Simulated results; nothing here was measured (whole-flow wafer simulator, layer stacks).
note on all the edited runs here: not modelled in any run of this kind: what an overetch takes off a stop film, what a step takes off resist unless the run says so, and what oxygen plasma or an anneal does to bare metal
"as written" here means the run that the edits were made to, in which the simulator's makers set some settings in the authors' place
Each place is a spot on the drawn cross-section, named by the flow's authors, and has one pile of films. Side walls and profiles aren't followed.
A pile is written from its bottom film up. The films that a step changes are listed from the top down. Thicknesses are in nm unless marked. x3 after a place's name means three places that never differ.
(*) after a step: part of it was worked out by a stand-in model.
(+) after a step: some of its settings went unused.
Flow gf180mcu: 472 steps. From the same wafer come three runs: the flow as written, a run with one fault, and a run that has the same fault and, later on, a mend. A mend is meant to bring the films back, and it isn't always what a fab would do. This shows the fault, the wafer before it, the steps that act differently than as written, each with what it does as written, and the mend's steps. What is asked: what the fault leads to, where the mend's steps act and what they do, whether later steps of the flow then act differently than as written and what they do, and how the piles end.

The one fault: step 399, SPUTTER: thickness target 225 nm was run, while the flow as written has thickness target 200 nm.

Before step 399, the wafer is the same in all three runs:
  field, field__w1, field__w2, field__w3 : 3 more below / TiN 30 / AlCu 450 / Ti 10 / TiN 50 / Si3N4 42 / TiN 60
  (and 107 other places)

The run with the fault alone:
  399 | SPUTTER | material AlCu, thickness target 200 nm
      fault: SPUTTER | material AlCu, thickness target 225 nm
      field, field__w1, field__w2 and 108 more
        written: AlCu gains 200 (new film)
        fault: AlCu gains 225 (new film)
  Steps further on in the flow that do not act as written (not shown: 4 more steps that differ only slightly, by at most 2% or 0.5 nm, whichever is larger):
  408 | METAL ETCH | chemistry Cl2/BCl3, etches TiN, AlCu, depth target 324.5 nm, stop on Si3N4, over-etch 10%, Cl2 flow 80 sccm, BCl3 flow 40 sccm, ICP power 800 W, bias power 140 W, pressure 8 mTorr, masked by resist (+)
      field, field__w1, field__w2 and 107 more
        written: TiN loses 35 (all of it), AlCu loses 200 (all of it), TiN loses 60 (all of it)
        fault: TiN loses 35 (all of it), AlCu loses 225 (all of it), TiN loses 60 (all of it)
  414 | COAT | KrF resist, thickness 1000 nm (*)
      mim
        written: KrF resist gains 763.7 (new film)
        fault: KrF resist gains 744.8 (new film)
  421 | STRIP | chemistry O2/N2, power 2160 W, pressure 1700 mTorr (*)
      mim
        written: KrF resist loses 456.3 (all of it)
        fault: KrF resist loses 437.7 (all of it)
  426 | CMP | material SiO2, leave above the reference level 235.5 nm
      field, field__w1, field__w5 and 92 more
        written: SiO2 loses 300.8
        fault: SiO2 loses 275.8
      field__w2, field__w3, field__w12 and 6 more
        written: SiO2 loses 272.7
        fault: SiO2 loses 247.7
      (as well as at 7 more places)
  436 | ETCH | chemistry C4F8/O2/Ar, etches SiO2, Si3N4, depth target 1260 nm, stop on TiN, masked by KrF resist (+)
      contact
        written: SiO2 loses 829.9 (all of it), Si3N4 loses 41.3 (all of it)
        fault: SiO2 loses 854.9 (all of it), Si3N4 loses 41.3 (all of it)
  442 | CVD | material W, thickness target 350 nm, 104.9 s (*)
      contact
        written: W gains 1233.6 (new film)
        fault: W gains 1258.8 (new film)
  At field__w8, contact, m1, m1__w1, mim, m1_nw, the piles at the end differ from the flow's by more than 2% or 0.5 nm, whichever is larger.
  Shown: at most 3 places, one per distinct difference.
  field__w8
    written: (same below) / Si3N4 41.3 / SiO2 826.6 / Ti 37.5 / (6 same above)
    fault: (same below) / Si3N4 41.3 / SiO2 851.6 / Ti 37.5 / (6 same above)
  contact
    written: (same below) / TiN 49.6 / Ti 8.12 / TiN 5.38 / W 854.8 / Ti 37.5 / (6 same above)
    fault: (same below) / TiN 49.6 / Ti 8 / TiN 5.3 / W 880 / Ti 37.5 / (6 same above)
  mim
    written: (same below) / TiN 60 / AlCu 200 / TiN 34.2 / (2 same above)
    fault: (same below) / TiN 60 / AlCu 225 / TiN 34.2 / (2 same above)

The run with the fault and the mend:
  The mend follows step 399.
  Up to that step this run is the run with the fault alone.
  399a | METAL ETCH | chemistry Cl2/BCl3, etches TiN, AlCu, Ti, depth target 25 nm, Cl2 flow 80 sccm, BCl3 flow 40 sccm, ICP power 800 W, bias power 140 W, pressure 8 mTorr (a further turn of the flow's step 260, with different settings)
      field, field__w1, field__w2 and 108 more
        AlCu loses 25
  None of the later steps of the flow acts differently than as written at any place that is followed.
  The piles end the same as the flow's at every place that both follow.
